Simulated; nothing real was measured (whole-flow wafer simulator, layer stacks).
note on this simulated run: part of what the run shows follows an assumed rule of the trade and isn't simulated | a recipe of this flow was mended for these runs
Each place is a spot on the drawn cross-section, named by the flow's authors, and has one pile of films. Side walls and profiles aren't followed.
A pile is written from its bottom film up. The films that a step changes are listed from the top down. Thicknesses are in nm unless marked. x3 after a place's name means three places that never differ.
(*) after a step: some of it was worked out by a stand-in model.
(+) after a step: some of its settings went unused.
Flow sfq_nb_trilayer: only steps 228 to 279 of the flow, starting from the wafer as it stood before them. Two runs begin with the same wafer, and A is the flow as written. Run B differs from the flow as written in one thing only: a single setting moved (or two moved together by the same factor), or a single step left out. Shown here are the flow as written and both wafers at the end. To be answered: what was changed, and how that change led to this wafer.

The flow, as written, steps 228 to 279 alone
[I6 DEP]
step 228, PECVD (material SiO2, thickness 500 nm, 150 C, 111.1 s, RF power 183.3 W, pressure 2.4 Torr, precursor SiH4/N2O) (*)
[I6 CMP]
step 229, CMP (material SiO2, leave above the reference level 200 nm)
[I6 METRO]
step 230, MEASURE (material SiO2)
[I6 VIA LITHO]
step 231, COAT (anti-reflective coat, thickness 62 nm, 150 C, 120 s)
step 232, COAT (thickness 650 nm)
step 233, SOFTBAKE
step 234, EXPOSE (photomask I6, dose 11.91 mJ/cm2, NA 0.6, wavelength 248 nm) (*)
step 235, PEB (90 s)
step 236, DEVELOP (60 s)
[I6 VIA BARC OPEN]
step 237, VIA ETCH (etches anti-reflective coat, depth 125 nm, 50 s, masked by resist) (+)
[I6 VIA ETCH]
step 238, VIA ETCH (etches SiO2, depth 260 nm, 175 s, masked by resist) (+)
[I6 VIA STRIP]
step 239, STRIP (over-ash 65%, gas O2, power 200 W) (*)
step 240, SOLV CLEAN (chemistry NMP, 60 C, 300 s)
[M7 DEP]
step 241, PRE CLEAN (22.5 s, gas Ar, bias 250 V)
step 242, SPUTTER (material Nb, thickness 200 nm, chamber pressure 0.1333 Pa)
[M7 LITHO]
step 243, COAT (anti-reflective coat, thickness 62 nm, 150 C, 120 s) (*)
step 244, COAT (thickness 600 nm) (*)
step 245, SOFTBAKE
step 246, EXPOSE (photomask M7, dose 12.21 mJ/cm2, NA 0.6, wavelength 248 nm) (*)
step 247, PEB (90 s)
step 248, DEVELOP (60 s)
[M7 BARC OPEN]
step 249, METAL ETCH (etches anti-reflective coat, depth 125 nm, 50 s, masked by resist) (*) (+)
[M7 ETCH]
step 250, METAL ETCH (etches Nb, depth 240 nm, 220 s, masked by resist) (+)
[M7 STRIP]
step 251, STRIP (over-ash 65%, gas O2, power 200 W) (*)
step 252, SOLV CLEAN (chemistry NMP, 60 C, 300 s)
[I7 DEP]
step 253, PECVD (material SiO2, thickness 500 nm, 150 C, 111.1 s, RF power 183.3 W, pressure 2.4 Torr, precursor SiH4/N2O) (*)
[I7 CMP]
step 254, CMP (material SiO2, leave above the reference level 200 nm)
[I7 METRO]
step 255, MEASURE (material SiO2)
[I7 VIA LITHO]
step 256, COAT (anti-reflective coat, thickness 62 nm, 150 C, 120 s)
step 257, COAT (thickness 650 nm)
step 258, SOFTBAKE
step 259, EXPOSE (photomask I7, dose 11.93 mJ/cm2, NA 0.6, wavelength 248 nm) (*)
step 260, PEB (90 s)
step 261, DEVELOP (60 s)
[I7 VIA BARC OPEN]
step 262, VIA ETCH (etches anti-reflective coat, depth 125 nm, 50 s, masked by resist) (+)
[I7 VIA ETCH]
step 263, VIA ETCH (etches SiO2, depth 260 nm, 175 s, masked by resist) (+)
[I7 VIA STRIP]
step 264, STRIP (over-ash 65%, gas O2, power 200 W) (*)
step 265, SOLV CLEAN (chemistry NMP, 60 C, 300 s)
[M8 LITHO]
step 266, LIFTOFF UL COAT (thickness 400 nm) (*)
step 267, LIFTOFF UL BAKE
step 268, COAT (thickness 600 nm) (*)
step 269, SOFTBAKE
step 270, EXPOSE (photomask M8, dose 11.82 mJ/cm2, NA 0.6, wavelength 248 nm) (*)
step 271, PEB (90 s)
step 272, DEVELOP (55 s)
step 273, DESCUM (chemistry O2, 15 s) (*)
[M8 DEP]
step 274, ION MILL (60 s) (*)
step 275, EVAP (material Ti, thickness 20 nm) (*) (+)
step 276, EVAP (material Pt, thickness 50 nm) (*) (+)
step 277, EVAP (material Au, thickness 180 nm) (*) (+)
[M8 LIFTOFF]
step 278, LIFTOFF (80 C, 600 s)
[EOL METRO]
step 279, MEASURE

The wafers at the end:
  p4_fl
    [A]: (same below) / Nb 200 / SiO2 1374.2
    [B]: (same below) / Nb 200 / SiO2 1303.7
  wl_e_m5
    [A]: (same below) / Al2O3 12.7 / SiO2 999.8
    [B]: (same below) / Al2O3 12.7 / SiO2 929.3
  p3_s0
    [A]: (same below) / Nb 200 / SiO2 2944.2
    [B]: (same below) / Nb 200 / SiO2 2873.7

The reason: step 228, PECVD: thickness 237.5 nm was run, while the flow as written has thickness 500 nm; step 228, PECVD: 52.78 s was run, where the flow has 111.1 s.

Step by step, how the change led to this:
  step 228, PECVD (material SiO2, thickness 500 nm, 150 C, 111.1 s, RF power 183.3 W, pressure 2.4 Torr, precursor SiH4/N2O) (*)
      field_l, p4_fl, p4_fm and 62 more: A +500 SiO2 | B +237.5 SiO2
      v_sur, via_wl, via_w and 21 more: A +500 SiO2 (new film) | B +237.5 SiO2 (new film)
      (as well as at 17 more places)
  step 229, CMP (material SiO2, leave above the reference level 200 nm)
      field_l, p4_fl, p4_fm and 59 more: A -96 SiO2 | B nothing
      moat, field_r, lsp_l, ln_m5, lsp_m: A -89.5 SiO2 | B nothing
      (as well as at 39 more places)
  step 231, COAT (anti-reflective coat, thickness 62 nm, 150 C, 120 s)
      via_w, via_v, res: A +62 anti-reflective coat (new film) | B +58.8 anti-reflective coat (new film)
      c5j, wl_f_sr: A +62 anti-reflective coat (new film) | B +107.8 anti-reflective coat (new film)
      (as well as at 96 more places)
  step 232, COAT (thickness 650 nm)
      v_sur, jj_sur, be_r: A +650 KrF-resist-other-grade (new film) | B +614.1 KrF-resist-other-grade (new film)
      res, m5r_linepad_l, m5r_linepad_r: A +650 KrF-resist-other-grade (new film) | B +597.6 KrF-resist-other-grade (new film)
      (as well as at 63 more places)
  step 236, DEVELOP (60 s)
      via_v: A -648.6 KrF-resist-other-grade (all of it) | B -602.7 KrF-resist-other-grade (all of it)
  step 237, VIA ETCH (etches anti-reflective coat, depth 125 nm, 50 s, masked by resist) (+)
      via_v: A -62 anti-reflective coat (all of it), -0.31 SiO2 | B -58.8 anti-reflective coat (all of it), -0.33 SiO2
  step 239, STRIP (over-ash 65%, gas O2, power 200 W) (*)
      m0r_line_l, m7r_line_l: A -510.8 KrF-resist-other-grade (all of it), -62 anti-reflective coat (all of it) | B -568.6 KrF-resist-other-grade (all of it), -37.2 anti-reflective coat (all of it)
      m0r_space_l, m7r_space_l: A -510.8 KrF-resist-other-grade (all of it), -62 anti-reflective coat (all of it) | B -522.8 KrF-resist-other-grade (all of it), -93 anti-reflective coat (all of it)
      (as well as at 98 more places)
  step 242, SPUTTER (material Nb, thickness 200 nm, chamber pressure 0.1333 Pa)
      lsp_r, l0_sur, l0v: A +200 Nb (new film) | B +192 Nb (new film)
      be: A +200 Nb (new film) | B +130.6 Nb (new film)
      (as well as at 4 more places)
  step 243, COAT (anti-reflective coat, thickness 62 nm, 150 C, 120 s) (*)
      m0r_line_l, m0r_line_r, m7r_line_l, m7r_line_r: A +62 anti-reflective coat (new film) | B +35.9 anti-reflective coat (new film)
      m0r_space_l, m0r_space_r, m7r_space_l, m7r_space_r: A +62 anti-reflective coat (new film) | B +92.1 anti-reflective coat (new film)
      (as well as at 92 more places)
  step 244, COAT (thickness 600 nm) (*)
      m0r_line_l, m0r_line_r, m7r_line_l, m7r_line_r: A +600 KrF-resist-other-grade (new film) | B +656.7 KrF-resist-other-grade (new film)
      m5r_line_l, m5r_line_r: A +600 KrF-resist-other-grade (new film) | B +639.9 KrF-resist-other-grade (new film)
      (as well as at 67 more places)
  step 247, PEB (90 s)
      be: A -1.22 KrF-resist-other-grade | B -1.74 KrF-resist-other-grade
  step 248, DEVELOP (60 s)
      p4_fm, wl_e_m5: A -598.7 KrF-resist-other-grade (all of it) | B -612.6 KrF-resist-other-grade (all of it)
      m0r_line_l, m0r_line_r: A -598.7 KrF-resist-other-grade (all of it) | B -655.3 KrF-resist-other-grade (all of it)
      (as well as at 33 more places)
  step 249, METAL ETCH (etches anti-reflective coat, depth 125 nm, 50 s, masked by resist) (*) (+)
      m5r_linepad_l, m5r_linepad_r, m8r_pad_l, m8r_pad_r: A -62 anti-reflective coat (all of it) | B -125 anti-reflective coat
      m0r_space_l, m0r_space_r, m7r_space_l, m7r_space_r: A -62 anti-reflective coat (all of it) | B -92.1 anti-reflective coat (all of it)
      (as well as at 52 more places)
  step 250, METAL ETCH (etches Nb, depth 240 nm, 220 s, masked by resist) (+)
      m5r_linepad_l, m5r_linepad_r: A -200 Nb (all of it), -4 SiO2 | B -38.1 anti-reflective coat (all of it), -200 Nb (all of it), -0.19 SiO2
      m8r_pad_l, m8r_pad_r: A -200 Nb (all of it), -4 SiO2 | B -25.3 anti-reflective coat (all of it), -200 Nb (all of it), -1.47 SiO2
      (as well as at 2 more places)
  step 251, STRIP (over-ash 65%, gas O2, power 200 W) (*)
      m7r_line_l, m7r_line_r: A -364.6 KrF-resist-other-grade (all of it), -62 anti-reflective coat (all of it) | B -421.2 KrF-resist-other-grade (all of it), -35.9 anti-reflective coat (all of it)
      v_sur: A -360.6 KrF-resist-other-grade (all of it), -64.6 anti-reflective coat (all of it) | B -326.1 KrF-resist-other-grade (all of it), -28.8 anti-reflective coat (all of it)
      (as well as at 38 more places)
  step 253, PECVD (material SiO2, thickness 500 nm, 150 C, 111.1 s, RF power 183.3 W, pressure 2.4 Torr, precursor SiH4/N2O) (*)
      wl_c_sl, m6r_space_l, m6r_space_r: A +500 SiO2 | B +523.6 SiO2
      be: A +500 SiO2 (new film) | B +340.1 SiO2 (new film)
      (as well as at 2 more places)
  ... 9 further steps ...
  step 278, LIFTOFF (80 C, 600 s)
      m0r_line_l, m0r_line_r: A -180 Au (all of it), -50 Pt (all of it), -20 Ti (all of it), -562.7 KrF-resist-other-grade (all of it), -400 lift-off-underlayer (all of it) | B -180 Au (all of it), -50 Pt (all of it), -20 Ti (all of it), -568.8 KrF-resist-other-grade (all of it), -419.1 lift-off-underlayer (all of it)
      m5r_space_l, m5r_space_r: A -180 Au (all of it), -50 Pt (all of it), -20 Ti (all of it), -562.7 KrF-resist-other-grade (all of it), -400 lift-off-underlayer (all of it) | B -180 Au (all of it), -50 Pt (all of it), -20 Ti (all of it), -564.4 KrF-resist-other-grade (all of it), -411.8 lift-off-underlayer (all of it)
      (as well as at 49 more places)
